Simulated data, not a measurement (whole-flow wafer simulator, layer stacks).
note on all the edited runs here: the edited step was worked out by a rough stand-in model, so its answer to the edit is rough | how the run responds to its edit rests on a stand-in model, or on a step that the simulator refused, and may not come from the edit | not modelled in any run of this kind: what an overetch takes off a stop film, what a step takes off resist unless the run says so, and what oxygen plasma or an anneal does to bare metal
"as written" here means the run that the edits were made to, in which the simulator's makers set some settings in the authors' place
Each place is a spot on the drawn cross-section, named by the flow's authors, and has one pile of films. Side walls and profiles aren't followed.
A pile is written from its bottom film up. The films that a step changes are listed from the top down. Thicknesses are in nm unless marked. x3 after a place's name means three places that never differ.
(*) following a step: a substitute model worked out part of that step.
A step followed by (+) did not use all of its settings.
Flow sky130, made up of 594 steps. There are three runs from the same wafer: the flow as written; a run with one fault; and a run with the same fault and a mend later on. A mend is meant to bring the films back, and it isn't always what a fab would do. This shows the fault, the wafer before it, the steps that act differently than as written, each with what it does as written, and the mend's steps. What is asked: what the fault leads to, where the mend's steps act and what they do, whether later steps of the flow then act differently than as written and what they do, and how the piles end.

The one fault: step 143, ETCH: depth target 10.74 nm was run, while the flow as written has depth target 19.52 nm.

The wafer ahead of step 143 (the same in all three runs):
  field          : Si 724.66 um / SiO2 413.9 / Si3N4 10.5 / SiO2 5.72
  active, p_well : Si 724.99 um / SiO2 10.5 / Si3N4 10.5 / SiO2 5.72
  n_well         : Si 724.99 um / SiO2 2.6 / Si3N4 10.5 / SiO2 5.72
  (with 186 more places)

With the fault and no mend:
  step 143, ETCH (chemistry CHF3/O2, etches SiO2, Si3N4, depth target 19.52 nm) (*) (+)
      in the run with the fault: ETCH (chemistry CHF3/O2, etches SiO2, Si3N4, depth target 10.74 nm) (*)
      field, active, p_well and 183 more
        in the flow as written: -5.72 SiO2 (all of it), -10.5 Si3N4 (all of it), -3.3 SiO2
        in the run with the fault: -5.72 SiO2 (all of it), -5.02 Si3N4
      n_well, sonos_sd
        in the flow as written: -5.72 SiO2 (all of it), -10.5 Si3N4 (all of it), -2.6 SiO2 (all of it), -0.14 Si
        in the run with the fault: -5.72 SiO2 (all of it), -5.02 Si3N4
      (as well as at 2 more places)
  Steps further on in the flow that do not act as written (48 other steps are not shown; they differ only slightly, by no more than 2% or 0.5 nm, whichever is larger):
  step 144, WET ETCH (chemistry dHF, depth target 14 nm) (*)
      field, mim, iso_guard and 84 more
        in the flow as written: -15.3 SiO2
        in the run with the fault: -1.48 Si3N4
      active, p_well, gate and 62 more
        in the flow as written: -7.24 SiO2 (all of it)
        in the run with the fault: -1.48 Si3N4
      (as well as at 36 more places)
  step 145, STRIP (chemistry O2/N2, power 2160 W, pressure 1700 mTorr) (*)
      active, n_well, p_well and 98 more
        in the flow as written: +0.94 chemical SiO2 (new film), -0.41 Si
        in the run with the fault: nothing
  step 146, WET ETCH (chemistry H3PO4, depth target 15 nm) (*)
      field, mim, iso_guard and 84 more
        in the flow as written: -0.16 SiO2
        in the run with the fault: -4 Si3N4 (all of it), -0.12 SiO2
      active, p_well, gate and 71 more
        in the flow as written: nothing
        in the run with the fault: -4 Si3N4 (all of it)
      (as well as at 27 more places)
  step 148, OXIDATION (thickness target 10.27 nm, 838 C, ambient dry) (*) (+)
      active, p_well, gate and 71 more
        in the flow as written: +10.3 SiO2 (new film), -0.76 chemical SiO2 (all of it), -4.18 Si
        in the run with the fault: +6.52 SiO2, -2.87 Si
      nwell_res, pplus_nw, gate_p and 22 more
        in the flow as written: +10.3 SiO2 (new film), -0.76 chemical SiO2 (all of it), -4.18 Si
        in the run with the fault: +6.54 SiO2, -2.88 Si
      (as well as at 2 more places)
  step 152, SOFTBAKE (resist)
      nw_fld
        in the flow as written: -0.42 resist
        in the run with the fault: +1.42 resist
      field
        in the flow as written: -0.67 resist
        in the run with the fault: -0.04 resist
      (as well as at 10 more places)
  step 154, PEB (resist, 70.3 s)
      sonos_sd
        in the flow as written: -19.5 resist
        in the run with the fault: -20.1 resist
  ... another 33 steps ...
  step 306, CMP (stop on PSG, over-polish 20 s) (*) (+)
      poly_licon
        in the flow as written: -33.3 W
        in the run with the fault: -50 W
  At field, gate_hv, m1 and 127 more, the piles at the end differ from the flow's by more than 2% or 0.5 nm, whichever is larger.
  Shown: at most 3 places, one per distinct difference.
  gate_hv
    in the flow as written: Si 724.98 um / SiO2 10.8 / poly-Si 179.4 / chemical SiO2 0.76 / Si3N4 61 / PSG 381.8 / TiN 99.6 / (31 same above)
    in the run with the fault: Si 724.99 um / SiO2 17.1 / poly-Si 179.4 / chemical SiO2 0.76 / Si3N4 61 / PSG 375.5 / TiN 99.6 / (31 same above)
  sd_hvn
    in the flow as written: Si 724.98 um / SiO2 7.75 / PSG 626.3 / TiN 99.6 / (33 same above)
    in the run with the fault: Si 724.98 um / SiO2 13.9 / PSG 620.1 / TiN 99.6 / (33 same above)
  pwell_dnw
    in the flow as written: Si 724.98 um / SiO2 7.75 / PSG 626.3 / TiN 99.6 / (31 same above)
    in the run with the fault: Si 724.98 um / SiO2 13.9 / PSG 620.1 / TiN 99.6 / (31 same above)

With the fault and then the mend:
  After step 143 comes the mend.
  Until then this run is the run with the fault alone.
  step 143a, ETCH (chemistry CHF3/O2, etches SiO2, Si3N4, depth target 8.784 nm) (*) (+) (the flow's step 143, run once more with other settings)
      field, active, p_well and 183 more
        -5.48 Si3N4 (all of it), -3.3 SiO2
      n_well, sonos_sd
        -5.48 Si3N4 (all of it), -2.6 SiO2 (all of it), -0.14 Si
      sonos_cell, sonos_cell_x
        -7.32 resist
  None of the later steps of the flow differs from how it acts as written, at any place that is followed, by more than 2% or 0.5 nm, whichever is larger.
  The piles end the same as the flow's at every place that both follow.
